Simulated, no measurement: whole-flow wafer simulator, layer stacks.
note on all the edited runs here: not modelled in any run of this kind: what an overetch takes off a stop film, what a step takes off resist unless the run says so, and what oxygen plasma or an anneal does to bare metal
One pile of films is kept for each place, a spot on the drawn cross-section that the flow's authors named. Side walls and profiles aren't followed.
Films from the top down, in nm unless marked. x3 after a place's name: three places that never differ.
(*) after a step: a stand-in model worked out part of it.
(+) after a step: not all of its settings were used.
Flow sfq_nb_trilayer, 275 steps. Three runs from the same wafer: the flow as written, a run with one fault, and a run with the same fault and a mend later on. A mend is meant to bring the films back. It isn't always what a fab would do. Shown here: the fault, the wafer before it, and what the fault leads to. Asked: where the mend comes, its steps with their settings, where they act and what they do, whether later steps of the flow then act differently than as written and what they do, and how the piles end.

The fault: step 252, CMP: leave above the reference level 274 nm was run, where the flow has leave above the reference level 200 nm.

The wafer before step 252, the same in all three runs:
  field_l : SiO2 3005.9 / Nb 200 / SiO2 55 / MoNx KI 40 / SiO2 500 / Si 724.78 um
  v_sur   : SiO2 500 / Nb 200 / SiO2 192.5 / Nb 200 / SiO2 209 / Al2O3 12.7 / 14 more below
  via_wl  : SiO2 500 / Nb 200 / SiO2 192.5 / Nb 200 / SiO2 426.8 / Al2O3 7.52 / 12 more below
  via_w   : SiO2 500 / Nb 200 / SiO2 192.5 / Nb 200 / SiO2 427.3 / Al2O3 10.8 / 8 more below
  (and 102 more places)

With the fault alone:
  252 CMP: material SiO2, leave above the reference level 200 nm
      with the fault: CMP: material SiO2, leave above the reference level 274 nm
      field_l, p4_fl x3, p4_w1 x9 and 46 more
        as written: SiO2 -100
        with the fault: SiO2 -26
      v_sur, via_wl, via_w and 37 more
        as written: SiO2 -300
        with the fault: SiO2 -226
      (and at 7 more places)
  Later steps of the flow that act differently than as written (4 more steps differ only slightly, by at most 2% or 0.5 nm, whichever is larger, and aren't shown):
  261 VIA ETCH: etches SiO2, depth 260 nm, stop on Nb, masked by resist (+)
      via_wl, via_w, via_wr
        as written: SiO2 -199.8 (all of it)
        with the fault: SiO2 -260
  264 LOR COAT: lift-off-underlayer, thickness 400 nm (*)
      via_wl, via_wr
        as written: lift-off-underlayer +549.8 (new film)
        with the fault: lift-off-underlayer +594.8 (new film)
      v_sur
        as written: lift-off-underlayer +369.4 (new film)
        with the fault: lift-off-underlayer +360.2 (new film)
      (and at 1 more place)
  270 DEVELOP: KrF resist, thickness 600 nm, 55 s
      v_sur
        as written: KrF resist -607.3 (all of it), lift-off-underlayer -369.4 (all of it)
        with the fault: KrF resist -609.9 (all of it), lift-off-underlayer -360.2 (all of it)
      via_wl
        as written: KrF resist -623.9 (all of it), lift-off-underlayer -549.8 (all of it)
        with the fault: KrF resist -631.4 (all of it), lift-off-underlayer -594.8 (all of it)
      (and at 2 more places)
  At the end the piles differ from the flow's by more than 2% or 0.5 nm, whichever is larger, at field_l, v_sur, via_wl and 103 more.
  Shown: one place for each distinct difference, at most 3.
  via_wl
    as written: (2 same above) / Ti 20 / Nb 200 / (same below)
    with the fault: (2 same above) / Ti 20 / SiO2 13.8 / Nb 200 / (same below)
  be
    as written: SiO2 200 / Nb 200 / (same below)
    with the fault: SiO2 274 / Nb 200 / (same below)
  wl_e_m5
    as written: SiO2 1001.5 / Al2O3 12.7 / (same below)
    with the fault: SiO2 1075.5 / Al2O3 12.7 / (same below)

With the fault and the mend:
  The mend comes after step 253.
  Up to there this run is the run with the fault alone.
  253a CMP: material SiO2, leave above the reference level 200 nm (the flow's step 252 once more)
      field_l, v_sur, via_wl and 103 more
        SiO2 -74
  No later step of the flow acts differently than as written at any place that is followed.
  At the end the piles are the same as the flow's at every place that both follow.
